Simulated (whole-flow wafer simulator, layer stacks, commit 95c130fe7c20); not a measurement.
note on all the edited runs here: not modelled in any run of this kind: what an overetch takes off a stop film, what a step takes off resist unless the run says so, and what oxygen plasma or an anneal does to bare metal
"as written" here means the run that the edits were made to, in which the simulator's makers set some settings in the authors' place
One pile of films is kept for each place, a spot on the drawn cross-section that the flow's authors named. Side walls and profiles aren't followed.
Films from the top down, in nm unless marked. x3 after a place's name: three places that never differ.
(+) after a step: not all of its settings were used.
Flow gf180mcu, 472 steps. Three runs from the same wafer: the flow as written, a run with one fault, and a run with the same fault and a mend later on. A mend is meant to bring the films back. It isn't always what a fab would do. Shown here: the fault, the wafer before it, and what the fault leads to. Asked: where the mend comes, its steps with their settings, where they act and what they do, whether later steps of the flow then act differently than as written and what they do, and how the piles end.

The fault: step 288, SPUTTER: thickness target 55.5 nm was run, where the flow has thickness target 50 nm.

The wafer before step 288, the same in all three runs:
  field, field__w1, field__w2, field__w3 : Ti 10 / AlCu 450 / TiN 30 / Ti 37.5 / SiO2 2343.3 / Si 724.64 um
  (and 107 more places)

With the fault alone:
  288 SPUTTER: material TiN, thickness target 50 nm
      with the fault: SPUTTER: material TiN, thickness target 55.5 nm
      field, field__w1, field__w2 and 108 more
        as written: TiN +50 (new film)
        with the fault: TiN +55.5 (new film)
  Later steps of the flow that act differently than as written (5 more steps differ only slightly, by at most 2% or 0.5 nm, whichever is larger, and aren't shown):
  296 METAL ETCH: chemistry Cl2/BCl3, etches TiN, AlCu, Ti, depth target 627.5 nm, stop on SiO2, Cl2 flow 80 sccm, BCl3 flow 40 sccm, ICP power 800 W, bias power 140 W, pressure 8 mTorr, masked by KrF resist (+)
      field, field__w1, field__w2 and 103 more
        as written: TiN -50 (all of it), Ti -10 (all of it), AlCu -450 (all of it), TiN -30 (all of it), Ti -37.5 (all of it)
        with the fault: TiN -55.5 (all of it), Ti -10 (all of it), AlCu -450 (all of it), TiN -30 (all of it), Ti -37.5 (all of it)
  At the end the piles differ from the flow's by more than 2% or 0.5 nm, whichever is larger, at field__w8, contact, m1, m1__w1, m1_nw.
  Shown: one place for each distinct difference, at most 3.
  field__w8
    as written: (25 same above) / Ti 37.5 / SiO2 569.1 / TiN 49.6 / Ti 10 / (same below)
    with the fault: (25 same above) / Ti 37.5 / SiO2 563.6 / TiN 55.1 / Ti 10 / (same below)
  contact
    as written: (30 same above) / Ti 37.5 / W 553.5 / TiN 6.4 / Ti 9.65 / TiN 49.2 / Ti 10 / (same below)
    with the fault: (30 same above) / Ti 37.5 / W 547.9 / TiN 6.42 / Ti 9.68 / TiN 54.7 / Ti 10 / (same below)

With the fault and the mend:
  The mend comes after step 288.
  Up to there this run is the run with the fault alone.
  288a METAL ETCH: chemistry Cl2/BCl3, etches TiN, AlCu, Ti, depth target 5.5 nm, Cl2 flow 80 sccm, BCl3 flow 40 sccm, ICP power 800 W, bias power 140 W, pressure 8 mTorr (the flow's step 260 once more, with other settings)
      field, field__w1, field__w2 and 108 more
        TiN -5.5
  No later step of the flow acts differently than as written at any place that is followed.
  At the end the piles are the same as the flow's at every place that both follow.
